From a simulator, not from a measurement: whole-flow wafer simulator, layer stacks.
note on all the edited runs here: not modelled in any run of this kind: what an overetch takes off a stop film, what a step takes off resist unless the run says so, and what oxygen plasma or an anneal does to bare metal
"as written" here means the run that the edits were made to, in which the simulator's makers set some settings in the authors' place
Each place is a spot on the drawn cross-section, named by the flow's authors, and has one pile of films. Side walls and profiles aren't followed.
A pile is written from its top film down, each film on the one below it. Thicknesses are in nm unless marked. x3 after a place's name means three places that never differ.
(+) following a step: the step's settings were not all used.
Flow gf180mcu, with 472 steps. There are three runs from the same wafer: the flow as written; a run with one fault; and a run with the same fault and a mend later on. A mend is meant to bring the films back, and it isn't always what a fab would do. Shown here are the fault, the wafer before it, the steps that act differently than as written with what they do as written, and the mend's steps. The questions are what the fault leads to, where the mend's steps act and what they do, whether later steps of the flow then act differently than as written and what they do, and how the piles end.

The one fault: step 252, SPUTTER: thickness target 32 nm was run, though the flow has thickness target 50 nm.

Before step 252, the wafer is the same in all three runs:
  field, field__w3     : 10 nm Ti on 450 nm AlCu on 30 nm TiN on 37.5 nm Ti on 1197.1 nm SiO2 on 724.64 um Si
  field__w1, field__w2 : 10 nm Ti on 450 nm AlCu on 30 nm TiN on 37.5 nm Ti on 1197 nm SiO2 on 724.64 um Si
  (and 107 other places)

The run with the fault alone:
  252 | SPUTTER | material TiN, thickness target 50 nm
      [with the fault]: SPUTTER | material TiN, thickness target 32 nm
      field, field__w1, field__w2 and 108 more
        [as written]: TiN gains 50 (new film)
        [with the fault]: TiN gains 32 (new film)
  Steps further on in the flow that do not act as written (not shown: 3 more steps that differ only slightly, by at most 2% or 0.5 nm, whichever is larger):
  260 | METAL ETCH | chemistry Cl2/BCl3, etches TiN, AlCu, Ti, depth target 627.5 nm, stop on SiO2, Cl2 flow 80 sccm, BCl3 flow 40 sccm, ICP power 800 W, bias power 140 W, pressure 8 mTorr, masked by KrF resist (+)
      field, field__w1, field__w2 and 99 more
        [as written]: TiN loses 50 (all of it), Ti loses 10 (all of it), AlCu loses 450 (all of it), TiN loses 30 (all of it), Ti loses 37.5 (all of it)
        [with the fault]: TiN loses 32 (all of it), Ti loses 10 (all of it), AlCu loses 450 (all of it), TiN loses 30 (all of it), Ti loses 37.5 (all of it)
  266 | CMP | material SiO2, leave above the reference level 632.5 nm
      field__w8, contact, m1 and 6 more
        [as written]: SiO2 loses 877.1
        [with the fault]: SiO2 loses 859.1
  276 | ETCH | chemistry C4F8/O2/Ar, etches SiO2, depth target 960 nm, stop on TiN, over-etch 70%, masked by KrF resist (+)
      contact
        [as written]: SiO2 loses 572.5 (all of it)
        [with the fault]: SiO2 loses 590.5 (all of it)
  By the end, the piles at field__w8, contact, m1 and 6 more depart from the flow's by more than 2% or 0.5 nm, whichever is larger.
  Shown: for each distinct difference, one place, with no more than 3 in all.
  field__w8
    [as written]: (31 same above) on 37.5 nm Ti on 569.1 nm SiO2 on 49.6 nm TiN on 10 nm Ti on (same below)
    [with the fault]: (31 same above) on 37.5 nm Ti on 587.1 nm SiO2 on 31.6 nm TiN on 10 nm Ti on (same below)
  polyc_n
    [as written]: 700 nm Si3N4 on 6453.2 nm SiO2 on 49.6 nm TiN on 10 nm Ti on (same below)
    [with the fault]: 700 nm Si3N4 on 6471.2 nm SiO2 on 31.6 nm TiN on 10 nm Ti on (same below)
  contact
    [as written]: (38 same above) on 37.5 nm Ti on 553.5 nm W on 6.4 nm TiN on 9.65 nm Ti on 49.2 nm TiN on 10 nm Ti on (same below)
    [with the fault]: (38 same above) on 37.5 nm Ti on 571.7 nm W on 6.34 nm TiN on 9.55 nm Ti on 31.2 nm TiN on 10 nm Ti on (same below)

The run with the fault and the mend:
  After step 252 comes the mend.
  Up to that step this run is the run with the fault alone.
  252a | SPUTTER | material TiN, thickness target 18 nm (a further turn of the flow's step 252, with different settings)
      field, field__w1, field__w2 and 108 more
        TiN gains 18
  Every later step of the flow that is run acts as written at every place that is followed.
  At every place that both follow, the piles at the end match the flow's.
